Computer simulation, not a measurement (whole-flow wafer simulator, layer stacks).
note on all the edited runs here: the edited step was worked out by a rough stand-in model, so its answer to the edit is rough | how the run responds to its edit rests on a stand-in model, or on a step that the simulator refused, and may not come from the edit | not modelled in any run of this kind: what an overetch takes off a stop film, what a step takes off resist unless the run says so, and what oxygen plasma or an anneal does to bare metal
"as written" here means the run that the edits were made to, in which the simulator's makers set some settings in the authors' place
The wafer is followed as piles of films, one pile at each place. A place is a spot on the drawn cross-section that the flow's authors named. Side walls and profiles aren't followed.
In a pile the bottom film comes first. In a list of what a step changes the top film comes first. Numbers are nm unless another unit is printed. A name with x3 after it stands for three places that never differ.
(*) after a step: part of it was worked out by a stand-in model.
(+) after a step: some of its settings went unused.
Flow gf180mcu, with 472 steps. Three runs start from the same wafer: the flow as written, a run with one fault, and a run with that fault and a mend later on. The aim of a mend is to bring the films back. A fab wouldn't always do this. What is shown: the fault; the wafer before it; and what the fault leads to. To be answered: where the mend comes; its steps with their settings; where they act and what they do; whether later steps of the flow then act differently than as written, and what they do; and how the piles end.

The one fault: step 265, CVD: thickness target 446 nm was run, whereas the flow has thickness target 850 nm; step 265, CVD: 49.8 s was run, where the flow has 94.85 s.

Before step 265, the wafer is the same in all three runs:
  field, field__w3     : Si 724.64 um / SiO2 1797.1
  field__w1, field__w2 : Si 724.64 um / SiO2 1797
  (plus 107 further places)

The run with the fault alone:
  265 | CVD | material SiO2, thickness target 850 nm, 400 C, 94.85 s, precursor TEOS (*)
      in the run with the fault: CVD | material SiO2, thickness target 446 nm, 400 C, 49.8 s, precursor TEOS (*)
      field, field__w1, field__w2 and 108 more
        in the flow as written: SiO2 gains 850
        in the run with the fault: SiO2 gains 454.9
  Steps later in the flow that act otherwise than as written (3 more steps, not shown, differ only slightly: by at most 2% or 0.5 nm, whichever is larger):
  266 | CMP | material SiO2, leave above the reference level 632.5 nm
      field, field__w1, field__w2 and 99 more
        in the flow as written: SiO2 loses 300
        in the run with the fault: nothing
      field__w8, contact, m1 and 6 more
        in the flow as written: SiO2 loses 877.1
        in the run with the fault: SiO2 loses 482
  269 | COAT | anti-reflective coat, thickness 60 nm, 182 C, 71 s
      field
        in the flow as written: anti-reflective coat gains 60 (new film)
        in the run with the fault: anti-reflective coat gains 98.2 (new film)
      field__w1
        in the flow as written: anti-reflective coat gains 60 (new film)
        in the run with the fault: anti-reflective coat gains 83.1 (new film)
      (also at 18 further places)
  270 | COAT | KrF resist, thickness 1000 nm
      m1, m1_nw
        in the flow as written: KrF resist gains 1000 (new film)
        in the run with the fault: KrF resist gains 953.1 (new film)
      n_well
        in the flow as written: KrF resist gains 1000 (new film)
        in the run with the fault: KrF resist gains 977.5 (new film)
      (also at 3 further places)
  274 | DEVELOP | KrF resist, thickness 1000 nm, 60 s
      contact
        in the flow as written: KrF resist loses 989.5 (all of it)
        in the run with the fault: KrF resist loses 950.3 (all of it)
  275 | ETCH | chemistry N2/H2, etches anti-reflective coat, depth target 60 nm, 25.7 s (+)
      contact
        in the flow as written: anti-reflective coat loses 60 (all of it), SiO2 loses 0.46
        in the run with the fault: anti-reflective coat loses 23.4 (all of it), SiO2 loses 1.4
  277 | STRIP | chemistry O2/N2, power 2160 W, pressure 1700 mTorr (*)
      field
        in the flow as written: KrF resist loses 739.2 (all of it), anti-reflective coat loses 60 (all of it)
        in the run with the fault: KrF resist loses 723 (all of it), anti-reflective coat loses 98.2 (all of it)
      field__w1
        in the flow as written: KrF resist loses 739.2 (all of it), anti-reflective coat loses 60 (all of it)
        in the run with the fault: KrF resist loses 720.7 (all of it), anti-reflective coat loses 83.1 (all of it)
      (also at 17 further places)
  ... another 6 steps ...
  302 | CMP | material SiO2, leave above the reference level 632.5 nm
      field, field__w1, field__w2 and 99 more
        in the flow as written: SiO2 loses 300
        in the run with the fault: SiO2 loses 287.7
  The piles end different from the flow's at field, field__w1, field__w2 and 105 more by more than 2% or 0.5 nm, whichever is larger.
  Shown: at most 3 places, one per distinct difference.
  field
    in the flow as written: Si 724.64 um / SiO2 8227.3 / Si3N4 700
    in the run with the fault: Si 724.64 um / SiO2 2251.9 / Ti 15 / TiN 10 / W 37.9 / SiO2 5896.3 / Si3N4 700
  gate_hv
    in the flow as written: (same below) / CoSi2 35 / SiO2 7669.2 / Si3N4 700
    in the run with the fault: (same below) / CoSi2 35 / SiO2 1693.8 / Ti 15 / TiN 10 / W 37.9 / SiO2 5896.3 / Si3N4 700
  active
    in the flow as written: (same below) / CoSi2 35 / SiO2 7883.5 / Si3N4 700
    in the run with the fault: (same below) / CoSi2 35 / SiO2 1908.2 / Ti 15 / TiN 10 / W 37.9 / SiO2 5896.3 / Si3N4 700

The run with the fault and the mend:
  The mend follows step 265.
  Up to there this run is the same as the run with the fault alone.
  265a | CVD | material SiO2, thickness target 404 nm, 400 C, 45.08 s, precursor TEOS (*) (the flow's step 265 again, with other settings)
      field, field__w1, field__w2 and 108 more
        SiO2 gains 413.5
  Steps later in the flow that act otherwise than as written:
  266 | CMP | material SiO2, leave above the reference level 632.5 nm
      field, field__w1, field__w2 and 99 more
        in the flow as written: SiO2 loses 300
        in the run with the mend: SiO2 loses 318.4
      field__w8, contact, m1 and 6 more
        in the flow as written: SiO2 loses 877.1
        in the run with the mend: SiO2 loses 895.4
  The piles end the same as the flow's at every place that both follow.
